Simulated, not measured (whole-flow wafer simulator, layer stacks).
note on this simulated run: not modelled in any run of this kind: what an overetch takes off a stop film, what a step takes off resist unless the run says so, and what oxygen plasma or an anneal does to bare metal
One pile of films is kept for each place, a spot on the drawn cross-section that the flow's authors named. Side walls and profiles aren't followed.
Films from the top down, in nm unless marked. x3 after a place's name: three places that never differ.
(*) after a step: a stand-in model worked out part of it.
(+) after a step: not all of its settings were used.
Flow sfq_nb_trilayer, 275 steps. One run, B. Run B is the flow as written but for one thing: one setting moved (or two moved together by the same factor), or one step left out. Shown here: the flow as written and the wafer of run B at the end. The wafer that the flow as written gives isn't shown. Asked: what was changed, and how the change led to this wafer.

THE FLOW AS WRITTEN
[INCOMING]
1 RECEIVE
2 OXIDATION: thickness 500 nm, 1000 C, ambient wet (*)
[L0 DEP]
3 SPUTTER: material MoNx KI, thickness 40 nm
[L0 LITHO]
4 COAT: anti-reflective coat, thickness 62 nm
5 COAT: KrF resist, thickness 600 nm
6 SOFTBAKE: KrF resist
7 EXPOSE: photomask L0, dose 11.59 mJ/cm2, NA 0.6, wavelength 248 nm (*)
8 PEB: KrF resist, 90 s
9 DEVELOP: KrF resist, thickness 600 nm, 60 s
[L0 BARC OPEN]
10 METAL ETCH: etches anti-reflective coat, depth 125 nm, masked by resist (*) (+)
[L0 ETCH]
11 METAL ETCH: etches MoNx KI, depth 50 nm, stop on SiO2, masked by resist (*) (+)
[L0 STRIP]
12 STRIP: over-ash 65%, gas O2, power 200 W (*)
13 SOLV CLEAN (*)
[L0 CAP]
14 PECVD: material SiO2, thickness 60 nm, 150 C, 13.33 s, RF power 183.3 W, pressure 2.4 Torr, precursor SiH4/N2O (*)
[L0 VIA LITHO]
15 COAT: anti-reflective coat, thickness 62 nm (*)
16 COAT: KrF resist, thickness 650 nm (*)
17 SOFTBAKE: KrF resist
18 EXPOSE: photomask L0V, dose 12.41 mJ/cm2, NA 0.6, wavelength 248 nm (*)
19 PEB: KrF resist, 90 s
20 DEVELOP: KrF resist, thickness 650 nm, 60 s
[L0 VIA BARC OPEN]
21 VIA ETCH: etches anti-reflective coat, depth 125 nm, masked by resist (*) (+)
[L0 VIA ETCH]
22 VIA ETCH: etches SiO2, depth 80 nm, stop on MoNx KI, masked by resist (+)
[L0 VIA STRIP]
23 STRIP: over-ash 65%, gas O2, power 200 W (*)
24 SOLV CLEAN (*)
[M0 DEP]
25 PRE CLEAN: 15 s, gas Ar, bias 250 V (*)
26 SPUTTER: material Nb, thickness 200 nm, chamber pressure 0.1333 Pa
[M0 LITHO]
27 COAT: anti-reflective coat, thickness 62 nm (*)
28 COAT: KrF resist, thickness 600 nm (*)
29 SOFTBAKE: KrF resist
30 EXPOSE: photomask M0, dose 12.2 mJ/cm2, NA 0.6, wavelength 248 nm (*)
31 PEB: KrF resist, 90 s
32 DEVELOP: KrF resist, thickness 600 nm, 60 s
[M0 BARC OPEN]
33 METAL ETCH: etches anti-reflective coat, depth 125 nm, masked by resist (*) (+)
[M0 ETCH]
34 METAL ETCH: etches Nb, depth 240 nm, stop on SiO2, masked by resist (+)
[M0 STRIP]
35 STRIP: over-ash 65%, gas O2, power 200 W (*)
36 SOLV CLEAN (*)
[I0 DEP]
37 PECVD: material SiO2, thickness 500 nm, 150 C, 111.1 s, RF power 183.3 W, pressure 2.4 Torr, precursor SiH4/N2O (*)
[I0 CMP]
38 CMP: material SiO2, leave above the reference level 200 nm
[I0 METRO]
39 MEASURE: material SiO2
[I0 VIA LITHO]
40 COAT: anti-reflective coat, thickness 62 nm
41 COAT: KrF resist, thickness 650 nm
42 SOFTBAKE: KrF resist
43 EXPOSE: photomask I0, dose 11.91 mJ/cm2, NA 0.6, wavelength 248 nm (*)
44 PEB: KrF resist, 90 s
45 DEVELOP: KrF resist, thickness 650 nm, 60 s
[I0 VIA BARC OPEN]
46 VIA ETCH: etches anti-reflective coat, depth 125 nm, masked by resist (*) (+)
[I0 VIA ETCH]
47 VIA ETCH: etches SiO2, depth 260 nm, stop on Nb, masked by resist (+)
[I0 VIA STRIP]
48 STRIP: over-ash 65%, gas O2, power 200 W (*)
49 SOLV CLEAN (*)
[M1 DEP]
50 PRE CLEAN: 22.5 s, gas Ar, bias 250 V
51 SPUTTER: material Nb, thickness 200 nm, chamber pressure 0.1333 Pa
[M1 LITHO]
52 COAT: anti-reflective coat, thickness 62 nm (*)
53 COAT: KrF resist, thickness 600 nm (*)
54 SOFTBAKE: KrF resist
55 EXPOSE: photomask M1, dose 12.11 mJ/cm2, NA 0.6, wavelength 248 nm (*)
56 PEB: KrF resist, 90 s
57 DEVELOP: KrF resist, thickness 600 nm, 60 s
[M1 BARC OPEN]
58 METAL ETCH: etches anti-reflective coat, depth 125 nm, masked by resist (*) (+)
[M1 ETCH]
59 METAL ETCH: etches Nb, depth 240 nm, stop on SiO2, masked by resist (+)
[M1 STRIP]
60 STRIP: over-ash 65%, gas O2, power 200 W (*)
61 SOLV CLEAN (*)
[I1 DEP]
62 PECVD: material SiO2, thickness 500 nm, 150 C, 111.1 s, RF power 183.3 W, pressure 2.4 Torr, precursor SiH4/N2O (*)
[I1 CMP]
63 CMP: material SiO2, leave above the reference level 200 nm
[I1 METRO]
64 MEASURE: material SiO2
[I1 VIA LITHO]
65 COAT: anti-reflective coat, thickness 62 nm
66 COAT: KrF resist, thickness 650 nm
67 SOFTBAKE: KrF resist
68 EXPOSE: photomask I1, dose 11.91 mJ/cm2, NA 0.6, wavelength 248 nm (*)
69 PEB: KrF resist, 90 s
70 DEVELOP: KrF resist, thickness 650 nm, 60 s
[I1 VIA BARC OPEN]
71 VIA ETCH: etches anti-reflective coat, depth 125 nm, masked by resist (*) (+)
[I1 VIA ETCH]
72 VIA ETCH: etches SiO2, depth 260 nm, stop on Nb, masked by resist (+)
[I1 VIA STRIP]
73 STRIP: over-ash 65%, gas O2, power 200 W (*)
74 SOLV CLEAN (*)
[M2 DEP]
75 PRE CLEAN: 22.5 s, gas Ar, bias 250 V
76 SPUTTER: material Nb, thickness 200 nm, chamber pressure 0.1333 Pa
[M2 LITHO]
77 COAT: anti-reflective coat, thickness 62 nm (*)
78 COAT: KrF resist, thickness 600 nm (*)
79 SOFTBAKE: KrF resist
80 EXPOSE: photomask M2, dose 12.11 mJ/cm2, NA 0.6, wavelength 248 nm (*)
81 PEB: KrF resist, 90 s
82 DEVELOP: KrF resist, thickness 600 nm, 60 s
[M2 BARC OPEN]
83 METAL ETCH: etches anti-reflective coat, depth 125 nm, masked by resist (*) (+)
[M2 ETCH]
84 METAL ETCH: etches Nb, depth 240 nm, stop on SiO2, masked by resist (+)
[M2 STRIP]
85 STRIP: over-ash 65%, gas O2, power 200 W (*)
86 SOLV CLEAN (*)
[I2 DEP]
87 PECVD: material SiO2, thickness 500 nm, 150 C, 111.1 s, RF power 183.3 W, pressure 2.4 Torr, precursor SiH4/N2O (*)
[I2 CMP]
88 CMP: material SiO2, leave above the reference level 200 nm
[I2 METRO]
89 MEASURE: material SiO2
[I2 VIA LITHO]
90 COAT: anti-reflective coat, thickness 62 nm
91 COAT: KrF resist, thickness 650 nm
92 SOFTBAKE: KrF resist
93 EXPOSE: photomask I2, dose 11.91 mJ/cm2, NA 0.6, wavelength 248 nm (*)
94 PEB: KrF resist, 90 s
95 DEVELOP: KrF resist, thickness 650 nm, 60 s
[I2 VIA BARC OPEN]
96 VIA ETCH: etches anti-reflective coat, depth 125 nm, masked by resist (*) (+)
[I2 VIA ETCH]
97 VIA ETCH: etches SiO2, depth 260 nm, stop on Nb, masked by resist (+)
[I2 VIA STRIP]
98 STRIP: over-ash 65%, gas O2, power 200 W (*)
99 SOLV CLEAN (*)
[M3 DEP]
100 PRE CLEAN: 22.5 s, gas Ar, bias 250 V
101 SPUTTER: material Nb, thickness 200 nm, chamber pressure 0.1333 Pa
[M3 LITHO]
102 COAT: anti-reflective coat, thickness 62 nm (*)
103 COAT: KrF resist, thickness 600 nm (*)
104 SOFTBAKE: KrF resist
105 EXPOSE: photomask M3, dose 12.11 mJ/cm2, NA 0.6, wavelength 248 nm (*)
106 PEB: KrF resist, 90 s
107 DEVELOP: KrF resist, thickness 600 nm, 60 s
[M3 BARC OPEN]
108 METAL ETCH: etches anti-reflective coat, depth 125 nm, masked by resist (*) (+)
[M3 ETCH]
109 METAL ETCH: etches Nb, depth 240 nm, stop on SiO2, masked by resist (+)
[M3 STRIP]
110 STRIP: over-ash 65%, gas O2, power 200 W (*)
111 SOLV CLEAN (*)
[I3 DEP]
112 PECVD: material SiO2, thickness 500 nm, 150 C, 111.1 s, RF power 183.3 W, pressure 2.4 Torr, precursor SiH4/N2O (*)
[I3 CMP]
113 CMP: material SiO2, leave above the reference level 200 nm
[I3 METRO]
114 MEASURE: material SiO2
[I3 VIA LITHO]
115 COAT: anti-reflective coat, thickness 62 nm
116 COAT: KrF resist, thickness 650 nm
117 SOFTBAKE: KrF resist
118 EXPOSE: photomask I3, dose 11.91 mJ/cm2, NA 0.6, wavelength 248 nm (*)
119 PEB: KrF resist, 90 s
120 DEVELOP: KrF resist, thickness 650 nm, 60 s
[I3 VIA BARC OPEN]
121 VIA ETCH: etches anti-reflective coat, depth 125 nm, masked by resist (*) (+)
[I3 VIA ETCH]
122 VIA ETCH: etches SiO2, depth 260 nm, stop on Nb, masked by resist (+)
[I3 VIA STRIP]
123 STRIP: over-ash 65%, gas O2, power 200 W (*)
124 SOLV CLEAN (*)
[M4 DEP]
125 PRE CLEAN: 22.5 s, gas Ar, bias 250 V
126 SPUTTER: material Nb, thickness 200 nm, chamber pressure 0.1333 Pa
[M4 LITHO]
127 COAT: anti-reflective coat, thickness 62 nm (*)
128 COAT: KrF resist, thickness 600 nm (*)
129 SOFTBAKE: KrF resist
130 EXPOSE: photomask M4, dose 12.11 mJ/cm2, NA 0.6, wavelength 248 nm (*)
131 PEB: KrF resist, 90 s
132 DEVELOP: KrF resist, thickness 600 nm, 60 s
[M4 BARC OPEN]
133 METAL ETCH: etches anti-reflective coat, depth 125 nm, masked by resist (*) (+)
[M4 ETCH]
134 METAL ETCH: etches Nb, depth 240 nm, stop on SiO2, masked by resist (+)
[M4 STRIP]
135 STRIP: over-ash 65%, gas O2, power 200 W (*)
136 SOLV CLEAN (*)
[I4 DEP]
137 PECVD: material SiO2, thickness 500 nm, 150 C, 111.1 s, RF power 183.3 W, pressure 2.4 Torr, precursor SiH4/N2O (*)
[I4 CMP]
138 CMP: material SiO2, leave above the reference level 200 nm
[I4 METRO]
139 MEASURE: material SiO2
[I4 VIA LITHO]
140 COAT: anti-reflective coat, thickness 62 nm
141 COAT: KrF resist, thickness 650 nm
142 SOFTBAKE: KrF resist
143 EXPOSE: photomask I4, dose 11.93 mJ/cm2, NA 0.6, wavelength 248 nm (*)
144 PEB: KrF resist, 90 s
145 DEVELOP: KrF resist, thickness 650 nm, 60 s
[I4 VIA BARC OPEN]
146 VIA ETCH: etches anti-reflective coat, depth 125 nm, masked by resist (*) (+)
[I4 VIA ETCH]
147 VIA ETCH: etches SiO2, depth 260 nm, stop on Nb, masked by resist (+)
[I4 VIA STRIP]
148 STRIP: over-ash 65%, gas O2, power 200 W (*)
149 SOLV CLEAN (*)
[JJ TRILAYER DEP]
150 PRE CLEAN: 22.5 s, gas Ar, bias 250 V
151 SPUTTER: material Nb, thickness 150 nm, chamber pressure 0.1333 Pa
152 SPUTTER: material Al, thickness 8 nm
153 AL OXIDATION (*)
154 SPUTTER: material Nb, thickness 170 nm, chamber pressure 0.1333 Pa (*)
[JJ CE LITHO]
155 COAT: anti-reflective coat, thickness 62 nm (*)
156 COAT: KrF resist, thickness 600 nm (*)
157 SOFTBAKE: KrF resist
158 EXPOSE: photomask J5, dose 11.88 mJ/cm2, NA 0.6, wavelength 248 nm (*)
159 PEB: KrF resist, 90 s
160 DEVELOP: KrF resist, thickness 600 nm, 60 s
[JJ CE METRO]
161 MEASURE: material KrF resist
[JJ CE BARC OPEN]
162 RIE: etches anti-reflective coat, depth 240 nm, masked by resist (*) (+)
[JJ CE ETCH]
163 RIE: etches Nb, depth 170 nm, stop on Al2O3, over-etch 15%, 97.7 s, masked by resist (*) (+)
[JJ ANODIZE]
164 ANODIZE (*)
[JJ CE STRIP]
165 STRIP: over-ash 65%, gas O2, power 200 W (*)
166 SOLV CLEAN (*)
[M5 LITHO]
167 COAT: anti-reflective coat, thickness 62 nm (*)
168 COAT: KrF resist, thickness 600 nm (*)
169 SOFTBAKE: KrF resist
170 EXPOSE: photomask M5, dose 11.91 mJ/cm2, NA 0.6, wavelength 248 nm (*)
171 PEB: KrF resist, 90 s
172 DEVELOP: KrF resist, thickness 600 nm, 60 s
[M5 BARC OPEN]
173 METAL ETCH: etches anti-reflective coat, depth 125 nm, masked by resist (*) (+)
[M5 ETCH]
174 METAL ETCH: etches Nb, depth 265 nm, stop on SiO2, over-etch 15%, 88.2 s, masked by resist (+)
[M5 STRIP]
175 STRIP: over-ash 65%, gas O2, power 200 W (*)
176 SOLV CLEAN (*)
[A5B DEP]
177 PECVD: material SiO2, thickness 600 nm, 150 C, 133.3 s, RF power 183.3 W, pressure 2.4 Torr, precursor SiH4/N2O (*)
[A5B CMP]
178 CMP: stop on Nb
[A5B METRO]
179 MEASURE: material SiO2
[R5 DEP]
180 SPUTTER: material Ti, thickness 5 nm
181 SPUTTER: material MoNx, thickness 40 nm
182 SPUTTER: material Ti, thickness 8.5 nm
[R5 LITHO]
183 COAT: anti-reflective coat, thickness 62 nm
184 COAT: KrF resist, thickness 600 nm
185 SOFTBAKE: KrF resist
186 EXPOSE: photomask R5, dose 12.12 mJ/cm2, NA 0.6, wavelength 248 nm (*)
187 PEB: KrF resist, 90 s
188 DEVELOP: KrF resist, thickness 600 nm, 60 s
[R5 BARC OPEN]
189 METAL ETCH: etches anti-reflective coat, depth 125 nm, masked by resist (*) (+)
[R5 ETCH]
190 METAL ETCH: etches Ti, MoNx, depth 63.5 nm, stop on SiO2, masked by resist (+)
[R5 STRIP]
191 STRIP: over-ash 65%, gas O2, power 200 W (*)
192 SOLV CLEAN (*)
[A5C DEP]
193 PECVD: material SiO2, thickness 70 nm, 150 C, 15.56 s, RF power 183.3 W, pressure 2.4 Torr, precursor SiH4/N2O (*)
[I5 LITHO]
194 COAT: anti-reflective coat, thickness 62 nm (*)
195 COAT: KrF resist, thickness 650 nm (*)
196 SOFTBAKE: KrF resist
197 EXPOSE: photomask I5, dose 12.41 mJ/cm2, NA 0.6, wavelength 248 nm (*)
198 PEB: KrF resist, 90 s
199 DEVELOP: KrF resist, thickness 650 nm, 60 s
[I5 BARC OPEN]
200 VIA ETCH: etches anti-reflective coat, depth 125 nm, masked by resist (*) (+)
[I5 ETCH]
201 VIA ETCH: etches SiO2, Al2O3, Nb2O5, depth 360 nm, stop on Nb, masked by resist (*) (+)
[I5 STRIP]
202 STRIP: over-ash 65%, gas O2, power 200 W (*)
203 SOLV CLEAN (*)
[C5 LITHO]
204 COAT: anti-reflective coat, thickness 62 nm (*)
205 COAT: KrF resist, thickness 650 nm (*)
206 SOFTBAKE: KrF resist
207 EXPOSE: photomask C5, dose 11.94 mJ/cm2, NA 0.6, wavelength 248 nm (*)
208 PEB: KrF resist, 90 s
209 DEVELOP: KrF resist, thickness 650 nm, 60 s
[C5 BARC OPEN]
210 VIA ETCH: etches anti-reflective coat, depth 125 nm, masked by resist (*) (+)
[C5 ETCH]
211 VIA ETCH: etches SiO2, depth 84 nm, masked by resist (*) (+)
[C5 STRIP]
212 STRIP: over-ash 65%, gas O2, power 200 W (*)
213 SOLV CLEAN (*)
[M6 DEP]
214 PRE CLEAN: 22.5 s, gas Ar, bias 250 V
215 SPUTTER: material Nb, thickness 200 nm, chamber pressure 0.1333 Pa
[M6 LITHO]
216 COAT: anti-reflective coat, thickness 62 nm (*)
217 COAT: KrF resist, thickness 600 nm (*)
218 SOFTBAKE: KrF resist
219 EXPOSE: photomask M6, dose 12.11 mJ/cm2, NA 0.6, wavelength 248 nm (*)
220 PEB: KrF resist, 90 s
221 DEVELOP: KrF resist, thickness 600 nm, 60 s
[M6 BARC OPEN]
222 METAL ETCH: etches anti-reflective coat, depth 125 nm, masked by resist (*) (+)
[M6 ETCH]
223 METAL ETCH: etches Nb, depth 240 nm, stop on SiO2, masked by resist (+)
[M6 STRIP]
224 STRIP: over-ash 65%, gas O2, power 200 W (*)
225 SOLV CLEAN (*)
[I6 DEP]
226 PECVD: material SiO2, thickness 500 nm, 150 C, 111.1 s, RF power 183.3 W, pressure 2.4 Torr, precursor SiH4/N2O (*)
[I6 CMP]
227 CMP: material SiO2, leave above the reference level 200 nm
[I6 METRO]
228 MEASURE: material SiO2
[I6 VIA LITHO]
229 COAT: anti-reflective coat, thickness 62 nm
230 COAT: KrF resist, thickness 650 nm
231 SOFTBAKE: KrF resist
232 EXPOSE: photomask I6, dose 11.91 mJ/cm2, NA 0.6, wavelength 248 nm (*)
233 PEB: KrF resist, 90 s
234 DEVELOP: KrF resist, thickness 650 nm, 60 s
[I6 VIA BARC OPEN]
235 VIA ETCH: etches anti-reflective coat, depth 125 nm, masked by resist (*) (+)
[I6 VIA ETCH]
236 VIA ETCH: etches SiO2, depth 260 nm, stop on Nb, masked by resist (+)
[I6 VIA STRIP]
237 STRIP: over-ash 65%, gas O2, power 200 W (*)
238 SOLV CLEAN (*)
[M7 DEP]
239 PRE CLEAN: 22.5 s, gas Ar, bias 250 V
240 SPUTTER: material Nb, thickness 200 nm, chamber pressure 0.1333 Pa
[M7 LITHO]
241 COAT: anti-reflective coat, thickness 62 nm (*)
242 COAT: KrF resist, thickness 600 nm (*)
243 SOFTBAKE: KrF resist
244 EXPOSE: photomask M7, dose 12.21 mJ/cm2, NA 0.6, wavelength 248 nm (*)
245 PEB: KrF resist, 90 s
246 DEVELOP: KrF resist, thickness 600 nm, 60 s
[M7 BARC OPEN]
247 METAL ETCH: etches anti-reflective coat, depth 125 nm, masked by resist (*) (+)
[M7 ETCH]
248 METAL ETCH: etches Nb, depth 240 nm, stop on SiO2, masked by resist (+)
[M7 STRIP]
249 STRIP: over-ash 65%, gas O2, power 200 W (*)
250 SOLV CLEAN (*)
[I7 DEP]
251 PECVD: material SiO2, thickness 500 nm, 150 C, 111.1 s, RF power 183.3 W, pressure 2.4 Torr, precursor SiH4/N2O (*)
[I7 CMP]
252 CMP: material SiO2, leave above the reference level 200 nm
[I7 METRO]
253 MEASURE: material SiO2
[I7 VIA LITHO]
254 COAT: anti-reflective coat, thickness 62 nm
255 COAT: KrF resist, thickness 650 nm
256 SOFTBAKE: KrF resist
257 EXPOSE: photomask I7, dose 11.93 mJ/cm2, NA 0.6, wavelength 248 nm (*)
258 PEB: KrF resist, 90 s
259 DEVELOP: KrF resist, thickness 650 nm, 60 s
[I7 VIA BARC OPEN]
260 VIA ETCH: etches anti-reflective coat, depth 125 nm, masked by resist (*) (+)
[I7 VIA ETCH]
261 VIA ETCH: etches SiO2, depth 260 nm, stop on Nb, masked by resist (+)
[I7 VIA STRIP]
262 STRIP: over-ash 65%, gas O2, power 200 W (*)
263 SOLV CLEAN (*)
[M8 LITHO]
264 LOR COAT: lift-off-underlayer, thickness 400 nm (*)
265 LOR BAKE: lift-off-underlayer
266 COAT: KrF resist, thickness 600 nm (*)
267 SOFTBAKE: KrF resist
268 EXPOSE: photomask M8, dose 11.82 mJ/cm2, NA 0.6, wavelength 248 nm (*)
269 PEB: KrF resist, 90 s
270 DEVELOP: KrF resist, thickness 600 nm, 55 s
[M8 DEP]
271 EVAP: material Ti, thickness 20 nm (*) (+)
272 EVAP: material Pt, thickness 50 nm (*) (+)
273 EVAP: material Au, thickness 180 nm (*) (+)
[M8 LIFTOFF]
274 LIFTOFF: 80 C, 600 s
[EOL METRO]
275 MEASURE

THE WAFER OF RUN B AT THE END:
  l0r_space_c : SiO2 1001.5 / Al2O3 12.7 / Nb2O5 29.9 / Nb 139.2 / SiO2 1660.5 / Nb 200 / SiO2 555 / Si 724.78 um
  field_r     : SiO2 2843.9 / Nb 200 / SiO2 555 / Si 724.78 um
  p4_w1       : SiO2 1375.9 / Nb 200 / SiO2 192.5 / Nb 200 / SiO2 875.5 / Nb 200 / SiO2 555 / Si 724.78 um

The cause: step 76, SPUTTER: thickness 98 nm was run, where the flow has thickness 200 nm.

How the change led to this, step by step:
  76 SPUTTER: material Nb, thickness 200 nm, chamber pressure 0.1333 Pa
      field_l, v_sur, via_wl and 102 more: Nb +98 (new film) (as written it would be: Nb +200 (new film))
      via_v: Nb +86.3 (as written it would be: Nb +174.5)
  77 COAT: anti-reflective coat, thickness 62 nm (*)
      via_v: anti-reflective coat +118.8 (new film) (as written it would be: anti-reflective coat +123.1 (new film))
  84 METAL ETCH: etches Nb, depth 240 nm, stop on SiO2, masked by resist (+)
      field_l, be, be_sur and 81 more: Nb -98 (all of it) (as written it would be: Nb -200 (all of it))
      v_sur, via_wl, via_w and 19 more: KrF resist -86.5 (as written it would be: KrF resist -141.2)
  85 STRIP: over-ash 65%, gas O2, power 200 W (*)
      wl_j_sl, wl_jj, wl_j_sr and 12 more: KrF resist -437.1 (all of it), anti-reflective coat -62 (all of it) (as written it would be: KrF resist -382.4 (all of it), anti-reflective coat -62 (all of it))
      v_sur: KrF resist -434.8 (all of it), anti-reflective coat -61.4 (all of it) (as written it would be: KrF resist -380 (all of it), anti-reflective coat -61.4 (all of it))
      (and at 6 more places)
  87 PECVD: material SiO2, thickness 500 nm, 150 C, 111.1 s, RF power 183.3 W, pressure 2.4 Torr, precursor SiH4/N2O (*)
      via_v: SiO2 +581 (new film) (as written it would be: SiO2 +606 (new film))
  88 CMP: material SiO2, leave above the reference level 200 nm
      field_l, be, be_sur and 81 more: SiO2 -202 (as written it would be: SiO2 -100)
      via_v: SiO2 -170.4 (as written it would be: SiO2 -181.6)
